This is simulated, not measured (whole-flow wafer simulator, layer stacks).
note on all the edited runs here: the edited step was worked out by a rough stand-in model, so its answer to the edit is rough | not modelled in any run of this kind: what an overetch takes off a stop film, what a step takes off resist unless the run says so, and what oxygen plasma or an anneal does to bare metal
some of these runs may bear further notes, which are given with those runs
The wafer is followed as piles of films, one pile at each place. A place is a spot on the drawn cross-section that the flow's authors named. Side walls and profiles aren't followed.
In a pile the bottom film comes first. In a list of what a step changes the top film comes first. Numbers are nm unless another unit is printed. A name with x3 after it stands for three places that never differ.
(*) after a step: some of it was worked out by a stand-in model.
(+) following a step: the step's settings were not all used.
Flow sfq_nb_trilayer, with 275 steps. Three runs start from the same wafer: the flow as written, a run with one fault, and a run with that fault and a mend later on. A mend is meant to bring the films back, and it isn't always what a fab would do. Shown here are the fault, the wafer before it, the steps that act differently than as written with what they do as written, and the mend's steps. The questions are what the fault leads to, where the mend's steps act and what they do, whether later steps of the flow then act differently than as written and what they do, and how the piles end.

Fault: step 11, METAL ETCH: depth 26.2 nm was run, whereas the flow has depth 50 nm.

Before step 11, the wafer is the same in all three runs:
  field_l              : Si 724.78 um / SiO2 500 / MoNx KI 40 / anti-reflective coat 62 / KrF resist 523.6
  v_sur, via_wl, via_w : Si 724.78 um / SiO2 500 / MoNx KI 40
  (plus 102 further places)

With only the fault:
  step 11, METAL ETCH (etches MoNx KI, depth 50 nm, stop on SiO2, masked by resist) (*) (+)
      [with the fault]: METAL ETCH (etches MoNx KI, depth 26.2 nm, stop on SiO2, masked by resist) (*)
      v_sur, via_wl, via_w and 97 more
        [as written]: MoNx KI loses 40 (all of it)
        [with the fault]: MoNx KI loses 26.2
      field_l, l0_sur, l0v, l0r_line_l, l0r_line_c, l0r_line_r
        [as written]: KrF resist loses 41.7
        [with the fault]: KrF resist loses 21.8
  Later steps of the flow acting differently than as written (8 other steps are not shown; they differ only slightly, by no more than 2% or 0.5 nm, whichever is larger):
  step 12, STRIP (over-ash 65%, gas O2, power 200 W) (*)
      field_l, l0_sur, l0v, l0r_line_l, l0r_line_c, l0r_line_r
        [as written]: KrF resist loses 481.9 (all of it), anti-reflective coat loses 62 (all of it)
        [with the fault]: KrF resist loses 501.7 (all of it), anti-reflective coat loses 62 (all of it)
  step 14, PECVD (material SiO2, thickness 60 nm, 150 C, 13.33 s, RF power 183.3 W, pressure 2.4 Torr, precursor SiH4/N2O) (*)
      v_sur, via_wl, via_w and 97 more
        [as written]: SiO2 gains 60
        [with the fault]: SiO2 gains 60 (new film)
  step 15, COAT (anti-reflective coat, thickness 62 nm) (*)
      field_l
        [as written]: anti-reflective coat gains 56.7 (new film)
        [with the fault]: anti-reflective coat gains 58.3 (new film)
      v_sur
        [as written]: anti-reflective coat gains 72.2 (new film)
        [with the fault]: anti-reflective coat gains 68.8 (new film)
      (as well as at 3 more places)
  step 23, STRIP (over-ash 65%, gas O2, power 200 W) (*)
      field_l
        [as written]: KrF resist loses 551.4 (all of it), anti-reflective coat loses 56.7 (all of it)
        [with the fault]: KrF resist loses 554.4 (all of it), anti-reflective coat loses 58.3 (all of it)
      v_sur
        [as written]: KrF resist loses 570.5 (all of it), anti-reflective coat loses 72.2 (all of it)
        [with the fault]: KrF resist loses 566.5 (all of it), anti-reflective coat loses 68.8 (all of it)
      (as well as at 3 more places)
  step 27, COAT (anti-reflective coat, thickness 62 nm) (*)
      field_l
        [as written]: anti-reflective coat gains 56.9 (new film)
        [with the fault]: anti-reflective coat gains 58.5 (new film)
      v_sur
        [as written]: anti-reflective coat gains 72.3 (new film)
        [with the fault]: anti-reflective coat gains 68.7 (new film)
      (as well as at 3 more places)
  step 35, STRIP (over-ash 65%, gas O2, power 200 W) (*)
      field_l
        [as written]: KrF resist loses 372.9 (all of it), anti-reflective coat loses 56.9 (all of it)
        [with the fault]: KrF resist loses 376.2 (all of it), anti-reflective coat loses 58.5 (all of it)
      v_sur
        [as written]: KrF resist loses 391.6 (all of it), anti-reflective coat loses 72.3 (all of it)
        [with the fault]: KrF resist loses 388.3 (all of it), anti-reflective coat loses 68.7 (all of it)
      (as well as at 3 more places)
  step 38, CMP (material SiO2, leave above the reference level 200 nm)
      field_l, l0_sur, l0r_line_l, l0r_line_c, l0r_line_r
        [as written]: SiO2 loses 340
        [with the fault]: SiO2 loses 326.2
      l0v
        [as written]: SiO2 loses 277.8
        [with the fault]: SiO2 loses 264
  At v_sur, via_wl, via_w and 97 more, the piles at the end differ from the flow's by more than 2% or 0.5 nm, whichever is larger.
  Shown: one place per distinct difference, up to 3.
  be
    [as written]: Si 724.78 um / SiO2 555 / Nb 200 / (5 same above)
    [with the fault]: Si 724.78 um / SiO2 500 / MoNx KI 13.8 / SiO2 55 / Nb 200 / (5 same above)
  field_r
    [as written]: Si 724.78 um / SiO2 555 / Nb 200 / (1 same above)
    [with the fault]: Si 724.78 um / SiO2 500 / MoNx KI 13.8 / SiO2 55 / Nb 200 / (1 same above)
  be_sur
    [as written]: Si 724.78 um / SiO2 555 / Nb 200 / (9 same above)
    [with the fault]: Si 724.78 um / SiO2 500 / MoNx KI 13.8 / SiO2 55 / Nb 200 / (9 same above)

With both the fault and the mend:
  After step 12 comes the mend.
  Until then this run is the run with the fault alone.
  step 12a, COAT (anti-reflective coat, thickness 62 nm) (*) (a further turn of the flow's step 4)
      p4_fl x3, p4_w1 x9, p4_g1 x2 and 59 more
        anti-reflective coat gains 62 (new film)
      be_sur, gap, jj_sur and 9 more
        anti-reflective coat gains 63.1 (new film)
      via_v, wire, be, field_r, lsp_l
        anti-reflective coat gains 63.2 (new film)
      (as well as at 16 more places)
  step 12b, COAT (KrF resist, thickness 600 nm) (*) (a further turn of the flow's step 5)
      p4_fl x3, p4_w1 x9, p4_g1 x2 and 59 more
        KrF resist gains 600 (new film)
      gap, jj_sur, ce_l and 6 more
        KrF resist gains 604.4 (new film)
      l0r_line_l, l0r_line_c, l0r_line_r
        KrF resist gains 597.3 (new film)
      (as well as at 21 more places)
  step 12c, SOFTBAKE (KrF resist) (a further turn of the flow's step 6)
      alters no film at any place that is followed
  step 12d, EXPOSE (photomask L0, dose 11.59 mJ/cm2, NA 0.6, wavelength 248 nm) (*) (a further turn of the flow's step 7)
      alters no film at any place that is followed
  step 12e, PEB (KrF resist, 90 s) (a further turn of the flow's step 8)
      p4_fl x3, p4_w1 x9, p4_g1 x2 and 62 more
        KrF resist loses 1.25
      via_sp, via_v, wire and 16 more
        KrF resist loses 1.26
      v_sur, via_wl, via_w, via_wr, lsp_m, ln_m6, lsp_r
        KrF resist loses 1.27
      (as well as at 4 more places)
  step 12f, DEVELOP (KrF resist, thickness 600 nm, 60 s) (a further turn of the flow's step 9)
      p4_fl x3, p4_w1 x9, p4_g1 x2 and 59 more
        KrF resist loses 598.7 (all of it)
      jj_sur, ce_l, c5j, ce_r, sp_r, be_r, r_sur
        KrF resist loses 603.1 (all of it)
      field_l, l0_sur, l0v, l0r_line_l, l0r_line_c, l0r_line_r
        KrF resist loses 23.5
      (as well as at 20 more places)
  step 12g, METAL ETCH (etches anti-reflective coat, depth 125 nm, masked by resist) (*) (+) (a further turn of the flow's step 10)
      p4_fl x3, p4_w1 x9, p4_g1 x2 and 59 more
        anti-reflective coat loses 62 (all of it)
      be_sur, gap, jj_sur and 9 more
        anti-reflective coat loses 63.1 (all of it)
      field_l, l0_sur, l0v, l0r_line_l, l0r_line_c, l0r_line_r
        KrF resist loses 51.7
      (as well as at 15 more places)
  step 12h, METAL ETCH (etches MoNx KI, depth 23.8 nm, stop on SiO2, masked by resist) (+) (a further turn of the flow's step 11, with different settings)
      v_sur, via_wl, via_w and 97 more
        MoNx KI loses 13.8 (all of it)
      field_l, l0_sur, l0v, l0r_line_l, l0r_line_c, l0r_line_r
        KrF resist loses 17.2
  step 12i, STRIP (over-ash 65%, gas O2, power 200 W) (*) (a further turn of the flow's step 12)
      l0r_line_l, l0r_line_c, l0r_line_r
        KrF resist loses 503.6 (all of it), anti-reflective coat loses 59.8 (all of it)
      field_l
        KrF resist loses 500.3 (all of it), anti-reflective coat loses 58.2 (all of it)
      l0_sur
        KrF resist loses 501.4 (all of it), anti-reflective coat loses 56.3 (all of it)
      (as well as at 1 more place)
  Later steps of the flow that are run all act as written at every place that is followed.
  At every place that both follow, the piles at the end match the flow's.
